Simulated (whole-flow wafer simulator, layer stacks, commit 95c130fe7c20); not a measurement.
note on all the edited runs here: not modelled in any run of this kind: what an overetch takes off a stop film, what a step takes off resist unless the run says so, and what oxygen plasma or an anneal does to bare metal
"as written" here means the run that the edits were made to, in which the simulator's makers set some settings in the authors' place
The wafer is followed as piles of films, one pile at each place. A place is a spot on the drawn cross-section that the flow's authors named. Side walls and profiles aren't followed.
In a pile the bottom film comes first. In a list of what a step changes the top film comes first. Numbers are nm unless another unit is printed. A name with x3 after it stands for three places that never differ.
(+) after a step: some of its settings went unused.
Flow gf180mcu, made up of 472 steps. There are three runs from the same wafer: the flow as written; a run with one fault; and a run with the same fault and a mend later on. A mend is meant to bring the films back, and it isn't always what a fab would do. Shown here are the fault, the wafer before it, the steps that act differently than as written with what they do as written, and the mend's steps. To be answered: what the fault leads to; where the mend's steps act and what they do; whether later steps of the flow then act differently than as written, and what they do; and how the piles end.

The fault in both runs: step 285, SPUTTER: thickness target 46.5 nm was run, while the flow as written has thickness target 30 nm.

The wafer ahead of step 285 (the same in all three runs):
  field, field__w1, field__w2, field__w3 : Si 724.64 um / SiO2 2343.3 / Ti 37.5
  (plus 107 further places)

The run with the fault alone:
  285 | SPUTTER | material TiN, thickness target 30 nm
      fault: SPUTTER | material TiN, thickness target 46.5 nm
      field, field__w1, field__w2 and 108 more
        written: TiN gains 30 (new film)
        fault: TiN gains 46.5 (new film)
  Steps later in the flow that act otherwise than as written:
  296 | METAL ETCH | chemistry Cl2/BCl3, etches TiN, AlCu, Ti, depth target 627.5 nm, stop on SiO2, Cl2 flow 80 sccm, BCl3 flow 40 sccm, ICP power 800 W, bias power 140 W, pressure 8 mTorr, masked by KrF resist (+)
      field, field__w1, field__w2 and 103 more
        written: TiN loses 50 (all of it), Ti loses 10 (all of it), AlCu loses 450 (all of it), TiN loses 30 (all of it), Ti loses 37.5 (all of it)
        fault: TiN loses 50 (all of it), Ti loses 10 (all of it), AlCu loses 450 (all of it), TiN loses 46.5 (all of it), Ti loses 37.5 (all of it)
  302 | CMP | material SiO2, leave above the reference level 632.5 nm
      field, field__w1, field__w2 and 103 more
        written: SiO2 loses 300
        fault: SiO2 loses 283.5
  The piles end different from the flow's at field__w8, contact, m1, m1__w1, m1_nw by more than 2% or 0.5 nm, whichever is larger.
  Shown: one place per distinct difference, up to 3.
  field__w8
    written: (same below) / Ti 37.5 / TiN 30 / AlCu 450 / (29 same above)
    fault: (same below) / Ti 37.5 / TiN 46.5 / AlCu 450 / (29 same above)
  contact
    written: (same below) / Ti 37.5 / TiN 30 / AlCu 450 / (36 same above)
    fault: (same below) / Ti 37.5 / TiN 46.5 / AlCu 450 / (36 same above)

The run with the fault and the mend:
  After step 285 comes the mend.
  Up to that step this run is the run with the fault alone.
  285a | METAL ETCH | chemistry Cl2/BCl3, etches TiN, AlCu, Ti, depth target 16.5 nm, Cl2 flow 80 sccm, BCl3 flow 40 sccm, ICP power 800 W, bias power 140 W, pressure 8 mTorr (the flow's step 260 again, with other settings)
      field, field__w1, field__w2 and 108 more
        TiN loses 16.5
  Later steps of the flow that are run all act as written at every place that is followed.
  At every place that both follow, the piles at the end match the flow's.
